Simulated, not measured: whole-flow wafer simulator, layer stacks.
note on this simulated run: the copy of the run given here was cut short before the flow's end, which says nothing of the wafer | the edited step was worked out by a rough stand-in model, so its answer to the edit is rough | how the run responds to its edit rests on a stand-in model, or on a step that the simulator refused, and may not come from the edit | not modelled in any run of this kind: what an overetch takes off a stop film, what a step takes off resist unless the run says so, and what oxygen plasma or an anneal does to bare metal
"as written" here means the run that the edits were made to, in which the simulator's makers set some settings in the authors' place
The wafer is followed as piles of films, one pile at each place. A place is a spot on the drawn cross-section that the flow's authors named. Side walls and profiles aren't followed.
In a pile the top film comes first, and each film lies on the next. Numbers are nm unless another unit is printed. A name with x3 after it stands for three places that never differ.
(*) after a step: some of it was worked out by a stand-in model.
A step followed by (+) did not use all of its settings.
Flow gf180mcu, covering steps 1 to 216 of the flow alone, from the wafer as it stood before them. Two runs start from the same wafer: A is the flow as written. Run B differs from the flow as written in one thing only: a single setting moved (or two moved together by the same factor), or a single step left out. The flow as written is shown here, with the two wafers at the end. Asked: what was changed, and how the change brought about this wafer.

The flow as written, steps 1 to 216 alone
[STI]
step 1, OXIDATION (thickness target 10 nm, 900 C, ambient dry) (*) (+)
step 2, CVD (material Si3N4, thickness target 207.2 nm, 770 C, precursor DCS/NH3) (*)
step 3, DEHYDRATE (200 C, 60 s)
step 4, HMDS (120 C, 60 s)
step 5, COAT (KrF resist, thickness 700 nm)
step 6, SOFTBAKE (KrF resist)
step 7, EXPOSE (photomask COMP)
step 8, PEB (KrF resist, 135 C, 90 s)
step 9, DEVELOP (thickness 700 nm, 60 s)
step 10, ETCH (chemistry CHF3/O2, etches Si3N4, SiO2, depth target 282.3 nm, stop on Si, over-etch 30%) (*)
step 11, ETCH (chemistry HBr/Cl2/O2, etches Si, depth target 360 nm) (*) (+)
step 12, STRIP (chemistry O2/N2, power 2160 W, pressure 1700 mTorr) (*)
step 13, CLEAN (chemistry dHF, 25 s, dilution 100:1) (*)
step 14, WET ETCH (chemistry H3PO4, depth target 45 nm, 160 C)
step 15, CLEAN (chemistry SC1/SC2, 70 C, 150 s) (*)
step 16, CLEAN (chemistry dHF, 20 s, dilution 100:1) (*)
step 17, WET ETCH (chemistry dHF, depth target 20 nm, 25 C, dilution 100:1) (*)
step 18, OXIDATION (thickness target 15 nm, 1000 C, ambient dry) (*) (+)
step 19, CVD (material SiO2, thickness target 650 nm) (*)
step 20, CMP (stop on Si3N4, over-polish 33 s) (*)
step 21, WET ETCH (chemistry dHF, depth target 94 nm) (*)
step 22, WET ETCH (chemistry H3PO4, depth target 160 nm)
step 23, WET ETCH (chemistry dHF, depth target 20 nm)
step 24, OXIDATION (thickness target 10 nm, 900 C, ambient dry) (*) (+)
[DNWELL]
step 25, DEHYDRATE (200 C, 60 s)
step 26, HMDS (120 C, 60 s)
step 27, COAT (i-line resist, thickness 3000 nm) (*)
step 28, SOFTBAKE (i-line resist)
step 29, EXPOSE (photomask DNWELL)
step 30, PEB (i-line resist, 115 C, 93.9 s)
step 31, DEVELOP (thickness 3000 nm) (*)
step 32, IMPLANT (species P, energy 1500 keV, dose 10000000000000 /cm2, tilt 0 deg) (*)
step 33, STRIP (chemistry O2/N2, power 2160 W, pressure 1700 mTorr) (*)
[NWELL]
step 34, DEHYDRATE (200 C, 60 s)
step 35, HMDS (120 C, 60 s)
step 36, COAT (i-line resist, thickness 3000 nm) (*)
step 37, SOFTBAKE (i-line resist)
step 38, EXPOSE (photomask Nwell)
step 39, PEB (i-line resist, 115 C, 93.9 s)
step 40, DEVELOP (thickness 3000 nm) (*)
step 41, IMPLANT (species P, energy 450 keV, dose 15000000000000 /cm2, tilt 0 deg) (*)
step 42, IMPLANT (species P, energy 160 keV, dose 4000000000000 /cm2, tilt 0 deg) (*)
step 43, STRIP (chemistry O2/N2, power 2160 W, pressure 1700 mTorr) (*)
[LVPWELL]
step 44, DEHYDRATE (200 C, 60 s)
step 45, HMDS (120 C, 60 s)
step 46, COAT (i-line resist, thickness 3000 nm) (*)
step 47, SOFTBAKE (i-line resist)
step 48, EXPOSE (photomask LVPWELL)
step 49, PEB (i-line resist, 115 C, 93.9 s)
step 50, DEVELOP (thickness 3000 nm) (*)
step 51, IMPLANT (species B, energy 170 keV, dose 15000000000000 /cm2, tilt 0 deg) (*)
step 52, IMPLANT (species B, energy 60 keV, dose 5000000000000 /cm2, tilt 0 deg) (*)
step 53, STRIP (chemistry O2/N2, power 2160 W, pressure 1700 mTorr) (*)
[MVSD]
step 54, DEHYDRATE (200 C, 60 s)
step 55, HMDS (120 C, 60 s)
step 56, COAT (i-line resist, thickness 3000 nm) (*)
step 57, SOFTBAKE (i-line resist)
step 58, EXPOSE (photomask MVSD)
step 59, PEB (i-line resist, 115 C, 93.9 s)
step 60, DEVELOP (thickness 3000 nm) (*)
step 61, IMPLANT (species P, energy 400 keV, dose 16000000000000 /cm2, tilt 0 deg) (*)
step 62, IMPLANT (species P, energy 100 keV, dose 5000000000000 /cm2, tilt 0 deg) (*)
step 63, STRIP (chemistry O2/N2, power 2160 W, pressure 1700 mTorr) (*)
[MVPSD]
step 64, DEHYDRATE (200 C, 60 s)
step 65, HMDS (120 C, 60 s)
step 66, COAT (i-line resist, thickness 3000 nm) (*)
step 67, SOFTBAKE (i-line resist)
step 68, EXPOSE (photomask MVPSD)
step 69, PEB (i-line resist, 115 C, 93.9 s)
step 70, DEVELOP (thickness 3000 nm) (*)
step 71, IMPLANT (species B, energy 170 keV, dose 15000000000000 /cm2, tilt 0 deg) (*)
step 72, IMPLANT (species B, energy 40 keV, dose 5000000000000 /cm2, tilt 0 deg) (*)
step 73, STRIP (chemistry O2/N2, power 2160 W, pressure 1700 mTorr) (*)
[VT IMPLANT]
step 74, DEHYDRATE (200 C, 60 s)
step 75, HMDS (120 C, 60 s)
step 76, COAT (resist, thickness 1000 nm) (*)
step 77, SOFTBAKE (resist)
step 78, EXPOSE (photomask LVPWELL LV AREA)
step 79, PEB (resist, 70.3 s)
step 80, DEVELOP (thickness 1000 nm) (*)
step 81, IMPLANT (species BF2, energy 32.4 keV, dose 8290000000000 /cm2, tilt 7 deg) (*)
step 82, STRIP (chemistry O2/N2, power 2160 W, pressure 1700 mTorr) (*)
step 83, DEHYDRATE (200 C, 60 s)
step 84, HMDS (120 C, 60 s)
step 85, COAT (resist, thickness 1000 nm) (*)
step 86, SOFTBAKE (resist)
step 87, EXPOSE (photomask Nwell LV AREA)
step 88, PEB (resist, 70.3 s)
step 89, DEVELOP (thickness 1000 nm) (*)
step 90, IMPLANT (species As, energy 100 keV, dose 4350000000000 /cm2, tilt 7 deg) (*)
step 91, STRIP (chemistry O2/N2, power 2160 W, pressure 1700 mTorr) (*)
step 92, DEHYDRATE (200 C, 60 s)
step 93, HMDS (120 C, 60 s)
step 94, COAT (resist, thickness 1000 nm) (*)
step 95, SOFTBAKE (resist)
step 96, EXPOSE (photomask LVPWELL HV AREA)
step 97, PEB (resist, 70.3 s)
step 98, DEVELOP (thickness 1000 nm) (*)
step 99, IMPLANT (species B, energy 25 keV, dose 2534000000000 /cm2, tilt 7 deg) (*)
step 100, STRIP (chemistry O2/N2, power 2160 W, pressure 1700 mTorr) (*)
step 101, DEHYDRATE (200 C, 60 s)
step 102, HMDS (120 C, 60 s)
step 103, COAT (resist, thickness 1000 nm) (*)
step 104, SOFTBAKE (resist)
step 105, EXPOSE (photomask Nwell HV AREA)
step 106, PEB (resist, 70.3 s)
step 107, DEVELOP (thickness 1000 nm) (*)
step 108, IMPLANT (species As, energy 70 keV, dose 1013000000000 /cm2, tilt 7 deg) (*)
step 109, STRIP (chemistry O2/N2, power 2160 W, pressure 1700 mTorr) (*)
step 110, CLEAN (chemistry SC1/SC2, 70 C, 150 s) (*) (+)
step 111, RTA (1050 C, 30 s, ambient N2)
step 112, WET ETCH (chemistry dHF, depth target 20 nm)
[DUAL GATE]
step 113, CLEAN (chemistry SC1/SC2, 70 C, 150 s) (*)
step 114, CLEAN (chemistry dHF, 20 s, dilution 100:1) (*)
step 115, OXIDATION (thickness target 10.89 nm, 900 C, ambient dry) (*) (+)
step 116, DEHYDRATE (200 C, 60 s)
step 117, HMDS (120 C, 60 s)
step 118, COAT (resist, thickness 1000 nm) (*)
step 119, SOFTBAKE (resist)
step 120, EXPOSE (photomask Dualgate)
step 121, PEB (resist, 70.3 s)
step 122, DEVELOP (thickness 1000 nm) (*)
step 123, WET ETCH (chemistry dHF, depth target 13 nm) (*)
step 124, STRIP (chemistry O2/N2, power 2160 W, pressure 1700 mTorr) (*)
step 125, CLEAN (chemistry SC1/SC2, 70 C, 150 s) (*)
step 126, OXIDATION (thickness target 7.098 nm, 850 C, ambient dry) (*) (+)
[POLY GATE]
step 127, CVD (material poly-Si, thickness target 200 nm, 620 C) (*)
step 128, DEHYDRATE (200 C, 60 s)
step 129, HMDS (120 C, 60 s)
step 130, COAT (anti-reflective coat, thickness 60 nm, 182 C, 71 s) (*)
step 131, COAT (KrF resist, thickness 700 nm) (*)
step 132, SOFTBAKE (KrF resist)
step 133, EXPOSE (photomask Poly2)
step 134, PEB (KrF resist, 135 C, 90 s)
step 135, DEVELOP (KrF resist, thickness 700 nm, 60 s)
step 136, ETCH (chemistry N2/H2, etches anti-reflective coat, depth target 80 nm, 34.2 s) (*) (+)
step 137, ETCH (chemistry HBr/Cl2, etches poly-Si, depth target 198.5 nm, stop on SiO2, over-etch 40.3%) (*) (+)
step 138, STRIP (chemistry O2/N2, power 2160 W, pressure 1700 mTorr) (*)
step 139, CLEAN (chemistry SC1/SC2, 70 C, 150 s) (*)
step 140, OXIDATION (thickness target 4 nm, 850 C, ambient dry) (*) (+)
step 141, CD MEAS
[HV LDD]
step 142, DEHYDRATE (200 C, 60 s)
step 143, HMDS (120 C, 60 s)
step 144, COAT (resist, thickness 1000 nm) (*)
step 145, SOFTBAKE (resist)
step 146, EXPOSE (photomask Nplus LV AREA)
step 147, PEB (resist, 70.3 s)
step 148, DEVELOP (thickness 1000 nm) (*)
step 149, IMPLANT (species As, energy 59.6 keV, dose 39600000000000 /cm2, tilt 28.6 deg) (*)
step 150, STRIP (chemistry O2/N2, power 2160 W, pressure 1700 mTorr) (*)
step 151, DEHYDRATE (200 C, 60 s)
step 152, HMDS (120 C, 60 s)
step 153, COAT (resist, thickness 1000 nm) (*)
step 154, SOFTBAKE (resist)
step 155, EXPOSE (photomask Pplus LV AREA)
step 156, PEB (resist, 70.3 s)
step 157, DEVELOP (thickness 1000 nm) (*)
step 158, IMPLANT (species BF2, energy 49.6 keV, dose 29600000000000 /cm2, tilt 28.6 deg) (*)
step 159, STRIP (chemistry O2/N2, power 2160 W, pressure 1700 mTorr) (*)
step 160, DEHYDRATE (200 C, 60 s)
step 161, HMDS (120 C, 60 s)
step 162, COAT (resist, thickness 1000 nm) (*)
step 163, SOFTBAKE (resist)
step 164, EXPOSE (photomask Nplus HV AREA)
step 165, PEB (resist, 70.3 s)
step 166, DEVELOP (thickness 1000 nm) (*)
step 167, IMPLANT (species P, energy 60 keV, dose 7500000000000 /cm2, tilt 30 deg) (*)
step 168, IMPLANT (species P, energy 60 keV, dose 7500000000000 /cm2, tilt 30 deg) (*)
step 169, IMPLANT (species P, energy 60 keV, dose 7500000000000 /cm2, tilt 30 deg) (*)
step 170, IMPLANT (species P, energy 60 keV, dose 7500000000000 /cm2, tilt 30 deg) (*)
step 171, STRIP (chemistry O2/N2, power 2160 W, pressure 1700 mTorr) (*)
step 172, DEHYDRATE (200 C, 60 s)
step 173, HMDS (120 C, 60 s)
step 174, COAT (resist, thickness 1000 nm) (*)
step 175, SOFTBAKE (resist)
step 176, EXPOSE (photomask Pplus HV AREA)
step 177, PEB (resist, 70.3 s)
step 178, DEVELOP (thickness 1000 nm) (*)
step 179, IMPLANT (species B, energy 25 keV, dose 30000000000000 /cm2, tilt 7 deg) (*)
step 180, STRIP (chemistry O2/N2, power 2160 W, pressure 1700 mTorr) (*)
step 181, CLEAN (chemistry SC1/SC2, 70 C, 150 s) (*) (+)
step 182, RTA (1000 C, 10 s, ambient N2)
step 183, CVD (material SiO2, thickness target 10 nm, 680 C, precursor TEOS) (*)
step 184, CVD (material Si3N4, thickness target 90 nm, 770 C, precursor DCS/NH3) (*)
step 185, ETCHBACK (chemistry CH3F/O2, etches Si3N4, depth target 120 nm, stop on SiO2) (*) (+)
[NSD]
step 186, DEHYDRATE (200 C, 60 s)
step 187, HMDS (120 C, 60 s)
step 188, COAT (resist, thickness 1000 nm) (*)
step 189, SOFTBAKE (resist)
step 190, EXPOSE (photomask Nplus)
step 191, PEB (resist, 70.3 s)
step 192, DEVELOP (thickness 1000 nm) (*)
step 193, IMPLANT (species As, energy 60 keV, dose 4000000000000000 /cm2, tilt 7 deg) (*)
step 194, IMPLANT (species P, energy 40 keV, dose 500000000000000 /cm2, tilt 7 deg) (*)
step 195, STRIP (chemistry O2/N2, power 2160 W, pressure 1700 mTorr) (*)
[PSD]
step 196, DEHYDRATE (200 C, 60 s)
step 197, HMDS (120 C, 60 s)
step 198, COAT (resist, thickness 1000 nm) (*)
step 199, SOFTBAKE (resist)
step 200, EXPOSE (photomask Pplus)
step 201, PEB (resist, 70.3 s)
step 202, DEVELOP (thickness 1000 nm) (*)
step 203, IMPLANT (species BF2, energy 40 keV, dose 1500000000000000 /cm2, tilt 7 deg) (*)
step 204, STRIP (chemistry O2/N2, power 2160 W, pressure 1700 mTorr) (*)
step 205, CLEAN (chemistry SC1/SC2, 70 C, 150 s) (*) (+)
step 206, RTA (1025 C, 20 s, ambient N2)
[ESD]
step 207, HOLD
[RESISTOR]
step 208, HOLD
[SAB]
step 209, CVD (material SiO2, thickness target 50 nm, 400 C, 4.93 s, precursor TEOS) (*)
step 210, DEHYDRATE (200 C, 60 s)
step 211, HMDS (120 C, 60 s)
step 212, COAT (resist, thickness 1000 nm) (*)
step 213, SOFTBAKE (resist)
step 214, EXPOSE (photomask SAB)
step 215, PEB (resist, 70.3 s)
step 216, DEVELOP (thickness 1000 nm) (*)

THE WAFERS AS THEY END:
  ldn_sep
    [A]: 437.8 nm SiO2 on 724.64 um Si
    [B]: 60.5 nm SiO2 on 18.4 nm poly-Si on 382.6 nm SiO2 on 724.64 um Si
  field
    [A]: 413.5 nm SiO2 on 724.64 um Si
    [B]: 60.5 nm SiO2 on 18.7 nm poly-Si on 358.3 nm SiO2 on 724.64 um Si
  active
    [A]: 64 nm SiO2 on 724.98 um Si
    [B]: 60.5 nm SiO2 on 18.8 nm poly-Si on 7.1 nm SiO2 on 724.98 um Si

The reason: step 137, ETCH: depth target 127 nm was run, while the flow as written has depth target 198.5 nm.

How this came from the change, step by step:
  step 137, ETCH (chemistry HBr/Cl2, etches poly-Si, depth target 198.5 nm, stop on SiO2, over-etch 40.3%) (*) (+)
      field__w3, field__w12, field_sub and 14 more: A -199 poly-Si (all of it), -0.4 SiO2 | B -178.2 poly-Si
      field__w6, sti, m1 and 11 more: A -198.8 poly-Si (all of it), -0.4 SiO2 | B -178.2 poly-Si
      (and at 61 other places as well)
  step 138, STRIP (chemistry O2/N2, power 2160 W, pressure 1700 mTorr) (*)
      field, field__w1, field__w2 and 61 more: A nothing | B +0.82 chemical SiO2 (new film), -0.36 poly-Si
      gate: A +0.68 chemical SiO2 (new film), -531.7 KrF resist (all of it), -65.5 anti-reflective coat (all of it), -0.3 poly-Si | B +0.68 chemical SiO2 (new film), -565.1 KrF resist (all of it), -65.5 anti-reflective coat (all of it), -0.3 poly-Si
      (and at 27 other places as well)
  step 139, CLEAN (chemistry SC1/SC2, 70 C, 150 s) (*)
      field, field__w1, field__w2 and 34 more: A -0.68 SiO2 | B -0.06 chemical SiO2, -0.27 poly-Si
  step 140, OXIDATION (thickness target 4 nm, 850 C, ambient dry) (*) (+)
      field, field__w1, field__w2 and 21 more: A +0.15 SiO2, -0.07 Si | B +4 SiO2 (new film), -0.76 chemical SiO2 (all of it), -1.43 poly-Si
      active_hv, active_nat, ld_sd_n and 11 more: A +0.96 SiO2, -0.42 Si | B +4 SiO2 (new film), -0.76 chemical SiO2 (all of it), -1.43 poly-Si
      (and at 26 other places as well)
  step 144, COAT (resist, thickness 1000 nm) (*)
      gate: A +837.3 resist (new film) | B +856.9 resist (new film)
      gate_hv: A +845.4 resist (new film) | B +863 resist (new film)
      (and at 14 other places as well)
  step 145, SOFTBAKE (resist)
      nw_enc_fld_lv__w3: A +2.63 resist | B -0.59 resist
      field__w1: A +4.19 resist | B +3.61 resist
      (and at 44 other places as well)
  step 148, DEVELOP (thickness 1000 nm) (*)
      gate: A -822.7 resist (all of it) | B -842.3 resist (all of it)
      npoly_u: A -821.5 resist (all of it) | B -840.5 resist (all of it)
      (and at 3 other places as well)
  step 150, STRIP (chemistry O2/N2, power 2160 W, pressure 1700 mTorr) (*)
      gate_hv: A -824.2 resist (all of it) | B -842.5 resist (all of it)
      gate_p: A -828.7 resist (all of it) | B -847.5 resist (all of it)
      (and at 13 other places as well)
  step 153, COAT (resist, thickness 1000 nm) (*)
      gate: A +837.3 resist (new film) | B +856.9 resist (new film)
      gate_hv: A +845.4 resist (new film) | B +863 resist (new film)
      (and at 14 other places as well)
  step 154, SOFTBAKE (resist)
      nw_enc_fld_lv__w3: A +2.63 resist | B -0.59 resist
      field__w1: A +4.19 resist | B +3.61 resist
      (and at 44 other places as well)
  step 157, DEVELOP (thickness 1000 nm) (*)
      gate_p: A -828.7 resist (all of it) | B -847.5 resist (all of it)
      ppoly_u: A -827 resist (all of it) | B -845.2 resist (all of it)
      (and at 3 other places as well)
  step 159, STRIP (chemistry O2/N2, power 2160 W, pressure 1700 mTorr) (*)
      gate: A -822.7 resist (all of it) | B -842.3 resist (all of it)
      gate_hv: A -824.2 resist (all of it) | B -842.5 resist (all of it)
      (and at 13 other places as well)
  step 162, COAT (resist, thickness 1000 nm) (*)
      gate: A +837.3 resist (new film) | B +856.9 resist (new film)
      gate_hv: A +845.4 resist (new film) | B +863 resist (new film)
      (and at 14 other places as well)
  step 163, SOFTBAKE (resist)
      nw_enc_fld_lv__w3: A +2.63 resist | B -0.59 resist
      field__w1: A +4.19 resist | B +3.61 resist
      (and at 44 other places as well)
  step 166, DEVELOP (thickness 1000 nm) (*)
      gate_hv: A -824.2 resist (all of it) | B -842.5 resist (all of it)
      gate_hv5: A -828.2 resist (all of it) | B -846.3 resist (all of it)
      (and at 3 other places as well)
  step 171, STRIP (chemistry O2/N2, power 2160 W, pressure 1700 mTorr) (*)
      gate: A -822.7 resist (all of it) | B -842.3 resist (all of it)
      gate_p: A -828.7 resist (all of it) | B -847.5 resist (all of it)
      (and at 13 other places as well)
  ... 14 other steps ...
  step 216, DEVELOP (thickness 1000 nm) (*)
      gate: A -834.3 resist (all of it) | B -852.6 resist (all of it)
      gate_p: A -841.1 resist (all of it) | B -858.6 resist (all of it)
      (and at 7 other places as well)
